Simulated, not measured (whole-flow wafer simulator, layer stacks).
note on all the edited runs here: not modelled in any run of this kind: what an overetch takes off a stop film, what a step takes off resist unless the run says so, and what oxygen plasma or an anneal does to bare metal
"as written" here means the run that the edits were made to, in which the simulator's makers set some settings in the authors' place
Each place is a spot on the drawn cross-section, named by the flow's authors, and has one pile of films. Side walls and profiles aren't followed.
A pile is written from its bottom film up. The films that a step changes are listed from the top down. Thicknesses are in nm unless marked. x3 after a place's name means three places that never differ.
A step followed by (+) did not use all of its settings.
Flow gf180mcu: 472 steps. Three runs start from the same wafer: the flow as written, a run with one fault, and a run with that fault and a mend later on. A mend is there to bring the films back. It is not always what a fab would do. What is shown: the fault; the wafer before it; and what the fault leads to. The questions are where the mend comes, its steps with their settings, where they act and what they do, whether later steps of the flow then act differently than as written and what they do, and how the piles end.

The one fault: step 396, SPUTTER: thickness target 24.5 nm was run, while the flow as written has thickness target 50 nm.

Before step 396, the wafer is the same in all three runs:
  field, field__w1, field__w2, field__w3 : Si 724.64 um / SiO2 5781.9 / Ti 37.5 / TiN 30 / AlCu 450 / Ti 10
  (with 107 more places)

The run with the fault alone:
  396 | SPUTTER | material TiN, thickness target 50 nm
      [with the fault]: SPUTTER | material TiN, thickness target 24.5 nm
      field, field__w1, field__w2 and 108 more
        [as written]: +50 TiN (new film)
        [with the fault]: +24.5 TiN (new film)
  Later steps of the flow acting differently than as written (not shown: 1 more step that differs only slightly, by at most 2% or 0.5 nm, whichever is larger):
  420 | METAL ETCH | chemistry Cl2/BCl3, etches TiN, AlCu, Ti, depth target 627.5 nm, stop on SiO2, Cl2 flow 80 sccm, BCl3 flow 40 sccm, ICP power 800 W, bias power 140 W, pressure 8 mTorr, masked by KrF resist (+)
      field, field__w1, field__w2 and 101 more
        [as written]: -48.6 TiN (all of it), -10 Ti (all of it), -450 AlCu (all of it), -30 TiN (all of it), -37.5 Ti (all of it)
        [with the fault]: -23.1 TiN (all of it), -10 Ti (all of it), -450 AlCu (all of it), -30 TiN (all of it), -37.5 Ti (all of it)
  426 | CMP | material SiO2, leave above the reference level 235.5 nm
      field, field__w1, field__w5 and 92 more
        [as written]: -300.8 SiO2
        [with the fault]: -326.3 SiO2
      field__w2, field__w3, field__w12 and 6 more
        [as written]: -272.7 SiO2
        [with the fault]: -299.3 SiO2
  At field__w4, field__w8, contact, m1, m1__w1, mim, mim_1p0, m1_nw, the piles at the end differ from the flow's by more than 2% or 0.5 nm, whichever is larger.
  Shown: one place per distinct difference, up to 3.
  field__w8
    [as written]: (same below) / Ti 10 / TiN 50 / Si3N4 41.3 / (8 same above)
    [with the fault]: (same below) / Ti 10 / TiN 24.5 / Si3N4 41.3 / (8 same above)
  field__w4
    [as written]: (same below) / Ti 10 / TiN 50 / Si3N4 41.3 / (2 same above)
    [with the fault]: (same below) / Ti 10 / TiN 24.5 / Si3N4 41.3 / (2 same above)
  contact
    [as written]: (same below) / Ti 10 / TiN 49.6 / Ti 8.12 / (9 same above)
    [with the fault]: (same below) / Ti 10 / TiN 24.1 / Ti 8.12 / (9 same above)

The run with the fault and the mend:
  The mend stands after step 396.
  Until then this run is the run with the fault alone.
  396a | SPUTTER | material TiN, thickness target 25.5 nm (a further turn of the flow's step 396, with different settings)
      field, field__w1, field__w2 and 108 more
        +25.5 TiN
  Every later step of the flow that is run acts as written at every place that is followed.
  The piles end the same as the flow's at every place that both follow.
